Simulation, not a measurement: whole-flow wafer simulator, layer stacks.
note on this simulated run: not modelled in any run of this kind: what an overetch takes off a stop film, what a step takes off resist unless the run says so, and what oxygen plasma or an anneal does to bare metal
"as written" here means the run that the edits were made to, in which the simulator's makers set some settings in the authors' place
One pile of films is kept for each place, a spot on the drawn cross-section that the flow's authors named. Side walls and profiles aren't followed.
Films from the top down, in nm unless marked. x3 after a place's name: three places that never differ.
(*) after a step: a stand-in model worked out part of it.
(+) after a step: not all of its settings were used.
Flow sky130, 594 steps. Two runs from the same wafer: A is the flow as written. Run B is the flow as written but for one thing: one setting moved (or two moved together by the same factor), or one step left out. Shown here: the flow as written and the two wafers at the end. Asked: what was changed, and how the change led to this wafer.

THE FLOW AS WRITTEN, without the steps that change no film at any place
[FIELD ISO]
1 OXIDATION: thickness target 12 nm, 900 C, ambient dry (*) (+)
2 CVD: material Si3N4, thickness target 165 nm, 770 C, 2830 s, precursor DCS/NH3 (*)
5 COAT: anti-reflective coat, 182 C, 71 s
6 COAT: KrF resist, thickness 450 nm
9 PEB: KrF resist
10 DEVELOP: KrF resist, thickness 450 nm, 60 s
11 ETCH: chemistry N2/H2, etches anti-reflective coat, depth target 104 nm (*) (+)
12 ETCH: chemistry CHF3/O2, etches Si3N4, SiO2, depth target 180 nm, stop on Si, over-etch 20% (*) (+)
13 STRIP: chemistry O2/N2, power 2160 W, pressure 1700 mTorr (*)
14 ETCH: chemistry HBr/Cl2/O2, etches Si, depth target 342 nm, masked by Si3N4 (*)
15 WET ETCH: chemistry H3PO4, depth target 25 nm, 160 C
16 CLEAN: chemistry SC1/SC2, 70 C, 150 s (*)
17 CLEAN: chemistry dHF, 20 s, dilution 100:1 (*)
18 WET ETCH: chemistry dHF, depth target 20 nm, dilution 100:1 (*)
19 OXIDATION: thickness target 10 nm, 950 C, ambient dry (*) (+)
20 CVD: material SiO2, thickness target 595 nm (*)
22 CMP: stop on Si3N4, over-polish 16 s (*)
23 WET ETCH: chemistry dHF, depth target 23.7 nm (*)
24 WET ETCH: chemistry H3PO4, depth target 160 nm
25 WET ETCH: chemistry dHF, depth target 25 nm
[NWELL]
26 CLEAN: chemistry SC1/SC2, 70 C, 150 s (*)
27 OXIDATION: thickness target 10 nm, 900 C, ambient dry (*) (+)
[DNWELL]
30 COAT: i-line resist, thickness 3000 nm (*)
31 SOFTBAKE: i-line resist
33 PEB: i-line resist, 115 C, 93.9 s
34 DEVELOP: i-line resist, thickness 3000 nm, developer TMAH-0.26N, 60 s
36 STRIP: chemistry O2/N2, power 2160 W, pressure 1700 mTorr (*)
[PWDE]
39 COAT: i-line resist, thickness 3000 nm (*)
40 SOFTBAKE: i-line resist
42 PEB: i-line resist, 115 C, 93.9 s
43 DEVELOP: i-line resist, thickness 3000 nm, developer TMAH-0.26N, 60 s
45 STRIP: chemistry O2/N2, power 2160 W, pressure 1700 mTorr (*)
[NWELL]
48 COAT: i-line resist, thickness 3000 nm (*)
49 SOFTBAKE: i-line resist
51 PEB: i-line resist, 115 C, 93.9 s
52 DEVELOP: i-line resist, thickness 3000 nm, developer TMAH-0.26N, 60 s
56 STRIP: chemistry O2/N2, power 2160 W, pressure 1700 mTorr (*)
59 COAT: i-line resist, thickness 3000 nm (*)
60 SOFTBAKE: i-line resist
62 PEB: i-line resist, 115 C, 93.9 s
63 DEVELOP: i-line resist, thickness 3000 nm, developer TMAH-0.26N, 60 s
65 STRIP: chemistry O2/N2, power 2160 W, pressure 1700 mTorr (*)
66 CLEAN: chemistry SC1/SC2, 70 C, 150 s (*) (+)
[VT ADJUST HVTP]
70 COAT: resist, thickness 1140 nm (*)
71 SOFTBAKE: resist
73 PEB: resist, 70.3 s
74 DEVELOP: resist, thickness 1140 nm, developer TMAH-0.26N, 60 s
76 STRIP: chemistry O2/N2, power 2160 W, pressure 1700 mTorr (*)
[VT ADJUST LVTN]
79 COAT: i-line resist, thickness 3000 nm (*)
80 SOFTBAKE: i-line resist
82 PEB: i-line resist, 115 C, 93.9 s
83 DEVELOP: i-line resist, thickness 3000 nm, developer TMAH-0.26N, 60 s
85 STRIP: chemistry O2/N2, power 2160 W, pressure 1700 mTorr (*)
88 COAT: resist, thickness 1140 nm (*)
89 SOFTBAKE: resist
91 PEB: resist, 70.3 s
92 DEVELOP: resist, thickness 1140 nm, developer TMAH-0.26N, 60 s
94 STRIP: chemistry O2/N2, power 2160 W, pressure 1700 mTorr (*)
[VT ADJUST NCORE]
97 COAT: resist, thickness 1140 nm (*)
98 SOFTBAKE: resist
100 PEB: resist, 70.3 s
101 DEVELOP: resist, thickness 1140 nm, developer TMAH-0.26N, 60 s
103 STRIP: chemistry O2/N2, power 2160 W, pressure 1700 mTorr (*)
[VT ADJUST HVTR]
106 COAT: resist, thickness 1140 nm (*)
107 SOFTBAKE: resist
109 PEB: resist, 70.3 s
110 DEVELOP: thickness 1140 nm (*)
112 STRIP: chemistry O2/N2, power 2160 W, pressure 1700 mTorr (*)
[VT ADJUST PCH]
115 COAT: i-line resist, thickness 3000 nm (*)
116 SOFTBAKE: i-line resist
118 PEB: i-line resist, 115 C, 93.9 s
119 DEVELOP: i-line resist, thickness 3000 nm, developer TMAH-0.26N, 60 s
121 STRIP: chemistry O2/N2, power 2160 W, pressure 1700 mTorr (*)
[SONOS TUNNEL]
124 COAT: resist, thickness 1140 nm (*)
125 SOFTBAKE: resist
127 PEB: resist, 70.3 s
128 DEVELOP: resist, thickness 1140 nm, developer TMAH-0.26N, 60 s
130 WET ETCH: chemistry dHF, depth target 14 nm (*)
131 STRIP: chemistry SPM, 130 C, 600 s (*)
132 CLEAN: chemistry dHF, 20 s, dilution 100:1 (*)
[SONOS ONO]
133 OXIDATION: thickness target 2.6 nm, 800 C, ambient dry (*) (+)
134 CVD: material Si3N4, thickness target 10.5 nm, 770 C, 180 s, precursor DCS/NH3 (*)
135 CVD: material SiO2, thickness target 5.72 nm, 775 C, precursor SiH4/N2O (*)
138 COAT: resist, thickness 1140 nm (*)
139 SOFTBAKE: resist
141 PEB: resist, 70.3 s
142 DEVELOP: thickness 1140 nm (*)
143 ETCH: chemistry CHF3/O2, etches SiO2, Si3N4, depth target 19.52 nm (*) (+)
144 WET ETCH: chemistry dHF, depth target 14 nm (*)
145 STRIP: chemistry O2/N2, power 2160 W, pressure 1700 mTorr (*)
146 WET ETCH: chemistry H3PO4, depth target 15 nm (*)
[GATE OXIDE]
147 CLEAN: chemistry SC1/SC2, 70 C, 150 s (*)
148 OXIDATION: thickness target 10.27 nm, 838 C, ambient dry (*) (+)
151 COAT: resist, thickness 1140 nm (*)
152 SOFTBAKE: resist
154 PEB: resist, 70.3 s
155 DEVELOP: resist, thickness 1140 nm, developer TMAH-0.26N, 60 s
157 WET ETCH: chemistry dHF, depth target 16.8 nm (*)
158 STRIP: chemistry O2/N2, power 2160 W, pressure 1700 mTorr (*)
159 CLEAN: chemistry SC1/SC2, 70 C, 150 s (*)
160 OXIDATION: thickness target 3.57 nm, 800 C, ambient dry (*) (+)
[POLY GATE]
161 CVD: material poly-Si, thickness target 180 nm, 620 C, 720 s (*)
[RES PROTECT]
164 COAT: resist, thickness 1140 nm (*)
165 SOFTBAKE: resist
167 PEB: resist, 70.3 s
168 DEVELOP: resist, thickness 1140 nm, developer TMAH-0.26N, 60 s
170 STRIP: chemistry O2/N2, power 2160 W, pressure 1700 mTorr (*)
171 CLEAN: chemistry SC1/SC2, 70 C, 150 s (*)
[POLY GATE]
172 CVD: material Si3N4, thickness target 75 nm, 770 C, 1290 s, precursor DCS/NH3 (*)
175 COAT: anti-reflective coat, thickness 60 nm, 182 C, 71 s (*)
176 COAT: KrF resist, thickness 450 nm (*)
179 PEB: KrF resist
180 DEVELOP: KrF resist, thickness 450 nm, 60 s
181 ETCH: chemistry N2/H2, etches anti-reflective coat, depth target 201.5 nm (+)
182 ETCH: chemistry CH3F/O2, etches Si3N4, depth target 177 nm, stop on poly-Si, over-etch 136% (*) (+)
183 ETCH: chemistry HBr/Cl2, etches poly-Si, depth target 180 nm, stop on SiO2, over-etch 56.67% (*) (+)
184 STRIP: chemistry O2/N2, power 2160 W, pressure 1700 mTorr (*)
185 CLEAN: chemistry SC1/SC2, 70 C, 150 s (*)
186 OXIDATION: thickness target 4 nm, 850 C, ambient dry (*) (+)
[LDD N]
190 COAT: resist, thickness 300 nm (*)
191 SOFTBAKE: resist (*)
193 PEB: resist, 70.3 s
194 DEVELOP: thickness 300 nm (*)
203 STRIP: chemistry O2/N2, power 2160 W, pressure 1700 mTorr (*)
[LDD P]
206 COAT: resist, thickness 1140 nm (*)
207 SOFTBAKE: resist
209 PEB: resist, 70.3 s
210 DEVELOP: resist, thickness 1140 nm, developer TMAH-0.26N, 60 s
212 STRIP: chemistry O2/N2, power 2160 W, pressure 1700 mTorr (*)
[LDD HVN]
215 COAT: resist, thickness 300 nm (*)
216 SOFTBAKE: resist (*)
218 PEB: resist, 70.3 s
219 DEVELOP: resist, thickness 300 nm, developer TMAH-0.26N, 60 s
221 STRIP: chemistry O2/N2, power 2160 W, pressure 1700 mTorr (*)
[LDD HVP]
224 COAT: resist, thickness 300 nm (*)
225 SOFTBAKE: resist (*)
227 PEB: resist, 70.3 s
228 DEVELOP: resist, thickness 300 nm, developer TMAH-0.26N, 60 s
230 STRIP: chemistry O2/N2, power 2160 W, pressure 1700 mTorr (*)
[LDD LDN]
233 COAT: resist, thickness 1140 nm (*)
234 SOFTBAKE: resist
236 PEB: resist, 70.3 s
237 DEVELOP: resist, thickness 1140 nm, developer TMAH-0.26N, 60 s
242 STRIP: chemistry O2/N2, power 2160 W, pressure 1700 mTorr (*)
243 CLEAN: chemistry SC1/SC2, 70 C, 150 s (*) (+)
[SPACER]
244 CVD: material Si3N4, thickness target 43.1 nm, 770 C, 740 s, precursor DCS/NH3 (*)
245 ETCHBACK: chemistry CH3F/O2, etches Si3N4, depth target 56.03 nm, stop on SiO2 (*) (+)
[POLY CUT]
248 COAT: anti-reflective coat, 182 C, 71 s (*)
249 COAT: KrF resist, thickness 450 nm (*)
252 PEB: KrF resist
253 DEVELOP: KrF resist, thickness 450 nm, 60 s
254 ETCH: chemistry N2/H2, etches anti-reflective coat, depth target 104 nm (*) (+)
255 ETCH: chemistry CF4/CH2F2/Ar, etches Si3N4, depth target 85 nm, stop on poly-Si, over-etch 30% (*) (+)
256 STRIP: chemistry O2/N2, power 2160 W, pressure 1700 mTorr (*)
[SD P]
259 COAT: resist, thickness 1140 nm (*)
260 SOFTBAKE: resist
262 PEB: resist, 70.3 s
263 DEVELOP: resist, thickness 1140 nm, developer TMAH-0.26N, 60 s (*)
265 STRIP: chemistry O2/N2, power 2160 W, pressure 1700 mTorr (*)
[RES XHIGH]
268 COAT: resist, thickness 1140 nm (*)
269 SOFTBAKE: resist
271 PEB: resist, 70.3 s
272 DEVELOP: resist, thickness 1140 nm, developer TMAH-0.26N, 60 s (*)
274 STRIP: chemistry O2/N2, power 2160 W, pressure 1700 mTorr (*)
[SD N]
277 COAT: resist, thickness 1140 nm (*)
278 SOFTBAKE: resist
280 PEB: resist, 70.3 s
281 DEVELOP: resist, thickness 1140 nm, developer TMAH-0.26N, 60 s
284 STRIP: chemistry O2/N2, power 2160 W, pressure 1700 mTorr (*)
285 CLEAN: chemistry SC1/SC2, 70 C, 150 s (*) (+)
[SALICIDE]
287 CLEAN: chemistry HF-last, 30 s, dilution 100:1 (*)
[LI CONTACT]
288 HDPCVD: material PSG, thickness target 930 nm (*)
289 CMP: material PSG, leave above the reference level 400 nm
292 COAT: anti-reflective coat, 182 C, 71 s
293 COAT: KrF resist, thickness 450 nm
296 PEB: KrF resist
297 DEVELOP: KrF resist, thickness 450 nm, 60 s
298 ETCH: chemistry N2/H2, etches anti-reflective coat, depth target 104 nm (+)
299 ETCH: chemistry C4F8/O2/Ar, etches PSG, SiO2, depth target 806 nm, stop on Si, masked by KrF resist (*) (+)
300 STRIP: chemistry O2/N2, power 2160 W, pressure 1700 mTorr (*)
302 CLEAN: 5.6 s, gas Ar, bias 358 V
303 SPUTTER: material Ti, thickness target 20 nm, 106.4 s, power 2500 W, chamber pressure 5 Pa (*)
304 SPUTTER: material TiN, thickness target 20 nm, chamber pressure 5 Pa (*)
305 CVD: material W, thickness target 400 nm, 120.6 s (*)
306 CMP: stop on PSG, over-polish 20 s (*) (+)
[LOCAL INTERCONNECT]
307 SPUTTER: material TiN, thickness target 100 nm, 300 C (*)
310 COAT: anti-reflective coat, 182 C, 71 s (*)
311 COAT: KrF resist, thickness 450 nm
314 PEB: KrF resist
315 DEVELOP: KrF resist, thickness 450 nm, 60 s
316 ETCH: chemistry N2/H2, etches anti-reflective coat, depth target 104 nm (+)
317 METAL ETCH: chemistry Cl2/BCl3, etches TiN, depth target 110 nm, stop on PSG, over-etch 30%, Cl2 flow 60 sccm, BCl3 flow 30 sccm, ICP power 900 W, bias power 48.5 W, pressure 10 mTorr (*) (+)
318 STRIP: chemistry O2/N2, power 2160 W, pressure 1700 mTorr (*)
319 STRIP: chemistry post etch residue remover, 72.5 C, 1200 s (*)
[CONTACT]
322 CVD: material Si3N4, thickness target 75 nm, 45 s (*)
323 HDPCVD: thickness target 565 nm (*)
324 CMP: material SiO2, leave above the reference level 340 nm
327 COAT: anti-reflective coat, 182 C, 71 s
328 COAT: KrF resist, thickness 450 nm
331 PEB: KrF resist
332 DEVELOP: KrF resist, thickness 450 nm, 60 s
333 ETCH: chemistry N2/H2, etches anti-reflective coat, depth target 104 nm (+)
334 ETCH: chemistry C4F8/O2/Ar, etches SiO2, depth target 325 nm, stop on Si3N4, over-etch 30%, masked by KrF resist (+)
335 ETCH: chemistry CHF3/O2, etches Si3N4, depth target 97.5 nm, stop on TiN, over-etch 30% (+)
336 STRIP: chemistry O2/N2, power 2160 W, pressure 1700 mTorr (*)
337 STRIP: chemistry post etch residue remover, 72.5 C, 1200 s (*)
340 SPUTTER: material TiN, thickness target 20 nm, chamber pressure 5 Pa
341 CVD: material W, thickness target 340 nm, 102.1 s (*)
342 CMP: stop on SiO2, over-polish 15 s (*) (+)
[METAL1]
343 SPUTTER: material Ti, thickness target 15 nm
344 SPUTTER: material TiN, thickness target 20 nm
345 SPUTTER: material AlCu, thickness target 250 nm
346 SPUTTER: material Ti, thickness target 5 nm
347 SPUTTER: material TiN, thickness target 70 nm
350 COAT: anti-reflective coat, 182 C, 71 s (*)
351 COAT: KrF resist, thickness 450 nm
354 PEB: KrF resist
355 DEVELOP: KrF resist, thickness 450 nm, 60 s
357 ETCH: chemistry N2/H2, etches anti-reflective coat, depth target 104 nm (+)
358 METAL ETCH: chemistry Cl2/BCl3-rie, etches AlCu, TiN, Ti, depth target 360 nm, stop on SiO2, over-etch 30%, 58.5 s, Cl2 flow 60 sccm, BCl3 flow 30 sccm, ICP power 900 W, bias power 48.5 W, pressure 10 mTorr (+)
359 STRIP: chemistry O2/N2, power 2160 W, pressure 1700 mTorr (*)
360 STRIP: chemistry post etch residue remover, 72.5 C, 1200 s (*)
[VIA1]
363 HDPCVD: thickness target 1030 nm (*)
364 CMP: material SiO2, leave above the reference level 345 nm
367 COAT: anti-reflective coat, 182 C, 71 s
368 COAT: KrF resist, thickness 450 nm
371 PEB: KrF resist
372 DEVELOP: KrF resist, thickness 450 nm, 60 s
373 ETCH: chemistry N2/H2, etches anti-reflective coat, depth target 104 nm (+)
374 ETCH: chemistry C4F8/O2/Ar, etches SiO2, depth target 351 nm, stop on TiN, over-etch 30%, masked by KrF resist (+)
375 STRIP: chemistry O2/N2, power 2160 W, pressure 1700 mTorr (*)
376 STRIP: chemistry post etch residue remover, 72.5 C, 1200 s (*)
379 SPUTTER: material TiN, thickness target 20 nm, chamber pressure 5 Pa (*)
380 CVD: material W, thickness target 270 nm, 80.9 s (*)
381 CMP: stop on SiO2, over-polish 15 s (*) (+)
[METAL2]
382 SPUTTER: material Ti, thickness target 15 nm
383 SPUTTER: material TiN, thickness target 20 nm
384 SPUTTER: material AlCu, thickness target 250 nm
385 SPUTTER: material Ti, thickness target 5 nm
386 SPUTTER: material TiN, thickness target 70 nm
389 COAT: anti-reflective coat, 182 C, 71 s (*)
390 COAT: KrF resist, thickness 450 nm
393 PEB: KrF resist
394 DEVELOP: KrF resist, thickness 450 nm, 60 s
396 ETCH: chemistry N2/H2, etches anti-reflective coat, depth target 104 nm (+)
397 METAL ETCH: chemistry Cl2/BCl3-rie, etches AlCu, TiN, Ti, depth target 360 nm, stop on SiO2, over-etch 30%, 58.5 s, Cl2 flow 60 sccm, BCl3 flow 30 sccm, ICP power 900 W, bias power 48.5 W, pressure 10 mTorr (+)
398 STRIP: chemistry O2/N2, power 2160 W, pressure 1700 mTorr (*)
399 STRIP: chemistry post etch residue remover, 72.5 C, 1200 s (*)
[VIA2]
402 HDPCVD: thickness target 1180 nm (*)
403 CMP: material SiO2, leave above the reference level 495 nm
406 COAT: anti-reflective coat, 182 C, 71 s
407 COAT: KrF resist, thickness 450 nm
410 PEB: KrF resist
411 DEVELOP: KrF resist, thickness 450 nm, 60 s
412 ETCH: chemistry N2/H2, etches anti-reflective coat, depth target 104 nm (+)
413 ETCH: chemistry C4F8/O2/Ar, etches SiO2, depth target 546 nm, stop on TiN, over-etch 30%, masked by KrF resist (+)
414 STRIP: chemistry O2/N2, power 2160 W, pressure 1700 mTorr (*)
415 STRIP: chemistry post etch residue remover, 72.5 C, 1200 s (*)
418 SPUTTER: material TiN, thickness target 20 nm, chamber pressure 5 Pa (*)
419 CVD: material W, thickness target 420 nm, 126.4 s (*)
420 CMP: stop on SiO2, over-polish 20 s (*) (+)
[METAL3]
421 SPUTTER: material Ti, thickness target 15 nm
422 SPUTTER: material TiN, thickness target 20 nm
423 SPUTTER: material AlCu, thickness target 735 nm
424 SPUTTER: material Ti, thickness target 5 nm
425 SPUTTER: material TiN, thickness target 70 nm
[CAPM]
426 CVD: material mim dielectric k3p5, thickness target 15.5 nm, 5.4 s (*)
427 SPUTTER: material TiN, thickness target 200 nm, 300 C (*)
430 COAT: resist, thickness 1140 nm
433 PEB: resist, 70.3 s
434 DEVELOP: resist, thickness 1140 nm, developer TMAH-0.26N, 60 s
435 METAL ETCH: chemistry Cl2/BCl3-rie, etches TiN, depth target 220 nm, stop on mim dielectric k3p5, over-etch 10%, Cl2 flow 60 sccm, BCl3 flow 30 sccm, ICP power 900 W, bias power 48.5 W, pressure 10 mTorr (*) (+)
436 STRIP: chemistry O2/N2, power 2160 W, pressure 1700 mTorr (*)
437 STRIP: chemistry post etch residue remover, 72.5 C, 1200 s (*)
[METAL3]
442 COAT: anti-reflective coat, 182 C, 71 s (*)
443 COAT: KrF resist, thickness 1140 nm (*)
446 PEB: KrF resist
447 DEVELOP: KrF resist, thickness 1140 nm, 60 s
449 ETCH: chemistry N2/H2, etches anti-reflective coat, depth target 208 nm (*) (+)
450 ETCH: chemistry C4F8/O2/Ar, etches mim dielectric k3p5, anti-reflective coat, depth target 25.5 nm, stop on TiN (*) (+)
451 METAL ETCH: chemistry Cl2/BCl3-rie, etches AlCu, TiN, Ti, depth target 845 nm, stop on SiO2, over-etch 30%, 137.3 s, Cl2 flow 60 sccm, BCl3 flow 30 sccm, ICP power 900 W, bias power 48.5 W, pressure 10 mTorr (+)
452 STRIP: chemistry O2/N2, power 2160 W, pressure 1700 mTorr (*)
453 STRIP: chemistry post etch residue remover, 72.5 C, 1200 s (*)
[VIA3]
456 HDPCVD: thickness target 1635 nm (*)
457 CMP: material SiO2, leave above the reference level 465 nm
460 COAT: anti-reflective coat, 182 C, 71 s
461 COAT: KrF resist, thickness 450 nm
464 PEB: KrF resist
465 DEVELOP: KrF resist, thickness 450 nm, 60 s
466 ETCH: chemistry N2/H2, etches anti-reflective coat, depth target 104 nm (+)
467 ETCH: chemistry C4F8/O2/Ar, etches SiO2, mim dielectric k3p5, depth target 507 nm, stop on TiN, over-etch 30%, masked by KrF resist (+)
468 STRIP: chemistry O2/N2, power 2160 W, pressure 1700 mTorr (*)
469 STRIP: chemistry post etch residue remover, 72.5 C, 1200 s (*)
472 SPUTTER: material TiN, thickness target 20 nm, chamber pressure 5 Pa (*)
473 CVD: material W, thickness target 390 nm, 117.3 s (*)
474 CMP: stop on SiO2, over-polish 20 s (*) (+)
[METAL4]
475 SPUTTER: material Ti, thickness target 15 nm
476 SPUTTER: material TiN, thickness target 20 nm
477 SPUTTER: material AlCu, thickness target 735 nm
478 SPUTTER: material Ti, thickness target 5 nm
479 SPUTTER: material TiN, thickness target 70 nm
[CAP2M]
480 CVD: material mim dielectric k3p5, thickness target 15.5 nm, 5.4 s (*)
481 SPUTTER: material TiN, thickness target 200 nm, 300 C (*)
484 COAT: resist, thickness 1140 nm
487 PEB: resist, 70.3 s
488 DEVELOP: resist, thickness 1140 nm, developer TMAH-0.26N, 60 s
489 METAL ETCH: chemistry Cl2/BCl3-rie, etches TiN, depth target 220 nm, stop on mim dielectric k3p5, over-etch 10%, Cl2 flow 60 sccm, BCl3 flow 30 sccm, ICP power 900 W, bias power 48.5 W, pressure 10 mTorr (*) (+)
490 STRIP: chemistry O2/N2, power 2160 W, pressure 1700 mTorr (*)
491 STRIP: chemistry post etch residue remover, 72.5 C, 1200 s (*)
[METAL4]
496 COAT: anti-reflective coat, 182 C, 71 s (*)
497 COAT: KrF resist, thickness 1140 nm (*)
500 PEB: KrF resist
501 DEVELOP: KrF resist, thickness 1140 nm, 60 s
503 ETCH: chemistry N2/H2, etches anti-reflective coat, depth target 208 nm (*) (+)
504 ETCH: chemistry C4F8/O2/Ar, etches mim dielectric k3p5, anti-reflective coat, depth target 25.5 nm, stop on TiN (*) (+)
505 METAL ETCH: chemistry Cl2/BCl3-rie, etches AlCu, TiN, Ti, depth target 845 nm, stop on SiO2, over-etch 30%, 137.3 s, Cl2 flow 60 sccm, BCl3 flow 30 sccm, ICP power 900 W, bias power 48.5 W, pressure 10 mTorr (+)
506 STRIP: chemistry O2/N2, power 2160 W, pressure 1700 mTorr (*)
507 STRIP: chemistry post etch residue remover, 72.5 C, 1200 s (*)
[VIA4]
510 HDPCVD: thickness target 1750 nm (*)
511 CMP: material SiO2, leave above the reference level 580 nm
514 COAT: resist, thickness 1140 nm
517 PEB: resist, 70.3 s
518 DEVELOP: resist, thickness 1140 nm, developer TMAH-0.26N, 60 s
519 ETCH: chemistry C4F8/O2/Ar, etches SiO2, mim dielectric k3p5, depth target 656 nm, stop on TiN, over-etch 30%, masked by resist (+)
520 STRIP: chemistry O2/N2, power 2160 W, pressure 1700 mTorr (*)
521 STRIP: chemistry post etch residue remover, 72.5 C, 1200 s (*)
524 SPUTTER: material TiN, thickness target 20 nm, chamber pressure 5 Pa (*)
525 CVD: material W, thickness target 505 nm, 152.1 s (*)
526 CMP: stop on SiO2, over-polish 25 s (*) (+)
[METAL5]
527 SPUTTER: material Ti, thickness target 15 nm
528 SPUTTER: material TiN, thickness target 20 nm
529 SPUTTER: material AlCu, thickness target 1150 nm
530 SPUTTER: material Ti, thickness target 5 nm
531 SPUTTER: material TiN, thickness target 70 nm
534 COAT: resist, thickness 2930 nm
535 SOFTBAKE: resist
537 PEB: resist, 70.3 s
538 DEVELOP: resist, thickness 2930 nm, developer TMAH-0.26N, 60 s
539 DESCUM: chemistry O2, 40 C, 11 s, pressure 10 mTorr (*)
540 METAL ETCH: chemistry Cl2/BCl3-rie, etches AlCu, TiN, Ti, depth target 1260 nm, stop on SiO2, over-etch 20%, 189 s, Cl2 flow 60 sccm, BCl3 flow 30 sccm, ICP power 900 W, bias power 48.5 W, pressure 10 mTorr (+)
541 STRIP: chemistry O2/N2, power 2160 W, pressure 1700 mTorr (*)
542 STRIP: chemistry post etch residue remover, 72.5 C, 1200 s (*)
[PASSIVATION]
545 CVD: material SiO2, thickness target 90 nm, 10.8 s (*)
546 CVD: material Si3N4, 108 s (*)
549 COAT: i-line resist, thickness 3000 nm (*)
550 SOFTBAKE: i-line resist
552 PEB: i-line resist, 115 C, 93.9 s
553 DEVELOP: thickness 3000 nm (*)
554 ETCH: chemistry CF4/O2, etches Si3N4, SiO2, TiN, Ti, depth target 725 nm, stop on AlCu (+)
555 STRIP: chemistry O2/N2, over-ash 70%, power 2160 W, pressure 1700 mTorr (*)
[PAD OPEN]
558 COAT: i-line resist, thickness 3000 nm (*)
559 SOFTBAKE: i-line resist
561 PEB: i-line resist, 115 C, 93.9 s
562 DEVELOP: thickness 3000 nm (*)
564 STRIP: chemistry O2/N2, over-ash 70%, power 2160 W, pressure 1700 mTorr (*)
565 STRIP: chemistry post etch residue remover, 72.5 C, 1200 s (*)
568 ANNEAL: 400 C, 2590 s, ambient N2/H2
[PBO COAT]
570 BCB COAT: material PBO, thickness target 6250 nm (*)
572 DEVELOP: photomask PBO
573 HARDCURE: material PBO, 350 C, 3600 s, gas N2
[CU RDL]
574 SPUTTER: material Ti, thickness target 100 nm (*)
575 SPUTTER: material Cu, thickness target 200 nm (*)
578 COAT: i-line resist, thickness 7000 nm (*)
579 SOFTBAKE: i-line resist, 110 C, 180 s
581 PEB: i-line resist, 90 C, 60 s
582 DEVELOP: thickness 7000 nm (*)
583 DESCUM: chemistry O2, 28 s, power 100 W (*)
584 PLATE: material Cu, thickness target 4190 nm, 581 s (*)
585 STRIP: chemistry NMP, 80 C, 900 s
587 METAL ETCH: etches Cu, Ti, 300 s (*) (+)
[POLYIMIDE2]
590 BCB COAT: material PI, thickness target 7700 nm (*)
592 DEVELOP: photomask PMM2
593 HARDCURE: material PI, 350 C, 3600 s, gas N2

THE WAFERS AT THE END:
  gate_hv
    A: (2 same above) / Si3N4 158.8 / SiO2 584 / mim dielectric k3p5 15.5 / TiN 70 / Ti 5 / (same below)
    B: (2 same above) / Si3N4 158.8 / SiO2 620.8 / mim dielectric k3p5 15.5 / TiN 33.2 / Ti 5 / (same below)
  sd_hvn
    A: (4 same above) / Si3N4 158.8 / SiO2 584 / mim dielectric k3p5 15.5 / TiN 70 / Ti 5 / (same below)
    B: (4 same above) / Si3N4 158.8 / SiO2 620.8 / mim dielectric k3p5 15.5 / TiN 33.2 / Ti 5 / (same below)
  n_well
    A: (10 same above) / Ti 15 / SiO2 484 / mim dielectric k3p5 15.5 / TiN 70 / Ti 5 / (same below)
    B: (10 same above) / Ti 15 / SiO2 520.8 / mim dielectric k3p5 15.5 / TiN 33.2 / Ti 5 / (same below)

The cause: step 479, SPUTTER: thickness target 33.2 nm was run, where the flow has thickness target 70 nm.
It can be read off the wafer: gate_hv has TiN 33.2, and step 479 as written asks for 70 nm.

How the change led to this, step by step:
  479 SPUTTER: material TiN, thickness target 70 nm
      field, active, n_well and 189 more: A TiN +70 (new film) | B TiN +33.2 (new film)
  505 METAL ETCH: chemistry Cl2/BCl3-rie, etches AlCu, TiN, Ti, depth target 845 nm, stop on SiO2, over-etch 30%, 137.3 s, Cl2 flow 60 sccm, BCl3 flow 30 sccm, ICP power 900 W, bias power 48.5 W, pressure 10 mTorr (+)
      field, gate, spacer and 68 more: A TiN -70 (all of it), Ti -5 (all of it), AlCu -735 (all of it), TiN -20 (all of it), Ti -15 (all of it), SiO2 -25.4 | B TiN -33.2 (all of it), Ti -5 (all of it), AlCu -735 (all of it), TiN -20 (all of it), Ti -15 (all of it), SiO2 -29
      active, vpp_iso1, mim_edge_plate and 14 more: A TiN -70 (all of it), Ti -5 (all of it), AlCu -735 (all of it), TiN -20 (all of it), Ti -15 (all of it), SiO2 -25.3 | B TiN -33.2 (all of it), Ti -5 (all of it), AlCu -735 (all of it), TiN -20 (all of it), Ti -15 (all of it), SiO2 -29
  511 CMP: material SiO2, leave above the reference level 580 nm
      n_well, p_well, gate_hv and 99 more: A SiO2 -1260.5 | B SiO2 -1223.7
      m1, via3_hole: A SiO2 -1259.9 | B SiO2 -1223.1
      (and at 1 more place)
  519 ETCH: chemistry C4F8/O2/Ar, etches SiO2, mim dielectric k3p5, depth target 656 nm, stop on TiN, over-etch 30%, masked by resist (+)
      m1: A SiO2 -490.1 (all of it), mim dielectric k3p5 -15.5 (all of it) | B SiO2 -526.9 (all of it), mim dielectric k3p5 -15.5 (all of it)
      via4_hole: A SiO2 -489.5 (all of it), mim dielectric k3p5 -15.5 (all of it) | B SiO2 -526.3 (all of it), mim dielectric k3p5 -15.5 (all of it)
  525 CVD: material W, thickness target 505 nm, 152.1 s (*)
      m1: A W +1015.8 (new film) | B W +1052.8 (new film)
      via4_hole: A W +1015.2 (new film) | B W +1052.2 (new film)
